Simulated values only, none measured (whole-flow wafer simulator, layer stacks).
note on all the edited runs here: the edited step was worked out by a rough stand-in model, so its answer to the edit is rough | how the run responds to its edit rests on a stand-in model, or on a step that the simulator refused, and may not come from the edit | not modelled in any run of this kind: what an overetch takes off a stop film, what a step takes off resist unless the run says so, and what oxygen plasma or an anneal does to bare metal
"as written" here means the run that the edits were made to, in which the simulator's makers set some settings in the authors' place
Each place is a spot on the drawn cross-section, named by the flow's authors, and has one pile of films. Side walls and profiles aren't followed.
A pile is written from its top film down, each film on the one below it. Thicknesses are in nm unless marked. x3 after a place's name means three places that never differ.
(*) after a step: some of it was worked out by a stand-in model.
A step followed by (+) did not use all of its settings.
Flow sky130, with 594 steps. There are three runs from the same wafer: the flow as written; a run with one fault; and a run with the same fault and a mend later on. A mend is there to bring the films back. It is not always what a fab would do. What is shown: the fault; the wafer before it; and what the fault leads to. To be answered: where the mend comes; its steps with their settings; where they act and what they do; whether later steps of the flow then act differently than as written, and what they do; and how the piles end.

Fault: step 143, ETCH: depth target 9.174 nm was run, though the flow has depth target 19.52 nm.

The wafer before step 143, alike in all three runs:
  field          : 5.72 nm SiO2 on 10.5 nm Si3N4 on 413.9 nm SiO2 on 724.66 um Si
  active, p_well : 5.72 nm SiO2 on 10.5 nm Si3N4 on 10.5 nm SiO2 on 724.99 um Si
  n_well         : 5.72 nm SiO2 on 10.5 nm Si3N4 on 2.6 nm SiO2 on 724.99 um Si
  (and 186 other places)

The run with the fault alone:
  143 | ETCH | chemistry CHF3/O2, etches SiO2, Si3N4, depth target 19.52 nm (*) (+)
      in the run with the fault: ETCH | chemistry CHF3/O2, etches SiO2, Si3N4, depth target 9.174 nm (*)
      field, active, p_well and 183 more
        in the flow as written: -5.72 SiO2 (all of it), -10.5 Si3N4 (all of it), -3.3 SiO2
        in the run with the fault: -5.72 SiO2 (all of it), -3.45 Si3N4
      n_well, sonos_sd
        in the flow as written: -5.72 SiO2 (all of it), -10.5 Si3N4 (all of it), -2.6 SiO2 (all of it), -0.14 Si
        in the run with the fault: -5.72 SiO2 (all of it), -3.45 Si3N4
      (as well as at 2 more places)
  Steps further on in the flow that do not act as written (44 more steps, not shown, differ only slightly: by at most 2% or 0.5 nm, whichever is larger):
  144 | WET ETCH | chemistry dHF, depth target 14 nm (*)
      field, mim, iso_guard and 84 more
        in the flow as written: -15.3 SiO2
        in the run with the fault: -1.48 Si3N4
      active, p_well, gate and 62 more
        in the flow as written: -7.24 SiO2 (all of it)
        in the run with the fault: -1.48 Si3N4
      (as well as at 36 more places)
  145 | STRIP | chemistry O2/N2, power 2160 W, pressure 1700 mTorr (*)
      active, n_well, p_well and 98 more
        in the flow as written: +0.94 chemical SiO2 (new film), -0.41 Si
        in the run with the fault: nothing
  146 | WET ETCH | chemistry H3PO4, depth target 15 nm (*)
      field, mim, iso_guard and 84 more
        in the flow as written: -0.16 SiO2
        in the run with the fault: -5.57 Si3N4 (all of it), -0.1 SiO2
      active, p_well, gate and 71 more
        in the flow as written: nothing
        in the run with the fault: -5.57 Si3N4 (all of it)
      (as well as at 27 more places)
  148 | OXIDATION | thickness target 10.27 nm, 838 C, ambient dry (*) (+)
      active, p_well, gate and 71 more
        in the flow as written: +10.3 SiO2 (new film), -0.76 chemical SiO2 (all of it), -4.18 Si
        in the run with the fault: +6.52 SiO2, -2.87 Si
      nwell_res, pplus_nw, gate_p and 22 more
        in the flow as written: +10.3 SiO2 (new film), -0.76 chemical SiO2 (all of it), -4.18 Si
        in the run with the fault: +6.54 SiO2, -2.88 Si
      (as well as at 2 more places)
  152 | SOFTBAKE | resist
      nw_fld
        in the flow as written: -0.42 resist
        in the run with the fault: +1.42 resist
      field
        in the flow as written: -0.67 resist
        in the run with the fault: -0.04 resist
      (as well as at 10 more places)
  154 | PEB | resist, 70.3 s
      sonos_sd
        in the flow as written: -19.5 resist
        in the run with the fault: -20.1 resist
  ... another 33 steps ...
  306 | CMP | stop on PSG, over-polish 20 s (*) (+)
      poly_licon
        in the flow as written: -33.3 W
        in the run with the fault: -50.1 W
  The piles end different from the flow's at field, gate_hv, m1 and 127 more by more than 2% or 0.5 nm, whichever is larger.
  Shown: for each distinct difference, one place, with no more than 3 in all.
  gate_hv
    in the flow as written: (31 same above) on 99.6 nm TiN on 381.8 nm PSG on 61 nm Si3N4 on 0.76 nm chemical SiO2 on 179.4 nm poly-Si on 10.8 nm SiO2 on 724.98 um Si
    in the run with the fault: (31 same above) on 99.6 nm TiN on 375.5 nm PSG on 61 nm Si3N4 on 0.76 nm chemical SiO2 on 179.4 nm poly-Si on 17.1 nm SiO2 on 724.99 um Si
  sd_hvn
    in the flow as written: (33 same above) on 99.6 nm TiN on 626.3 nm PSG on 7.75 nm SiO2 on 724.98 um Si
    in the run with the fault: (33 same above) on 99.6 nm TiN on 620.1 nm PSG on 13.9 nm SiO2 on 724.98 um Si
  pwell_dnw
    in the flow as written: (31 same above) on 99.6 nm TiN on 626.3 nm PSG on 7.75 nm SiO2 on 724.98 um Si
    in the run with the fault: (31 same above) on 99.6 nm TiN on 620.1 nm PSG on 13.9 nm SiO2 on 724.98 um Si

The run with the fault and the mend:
  The mend follows step 143.
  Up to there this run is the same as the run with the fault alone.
  143a | ETCH | chemistry CHF3/O2, etches SiO2, Si3N4, depth target 10.35 nm (*) (+) (the flow's step 143, run once more with other settings)
      field, active, p_well and 183 more
        -7.05 Si3N4 (all of it), -3.3 SiO2
      n_well, sonos_sd
        -7.05 Si3N4 (all of it), -2.6 SiO2 (all of it), -0.14 Si
      sonos_cell, sonos_cell_x
        -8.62 resist
  Every later step of the flow that is run acts as written, at every place that is followed, to within 2% or 0.5 nm, whichever is larger.
  At the end the piles are close to the flow's at the places that both follow, differing by at most 2% or 0.5 nm, whichever is larger.
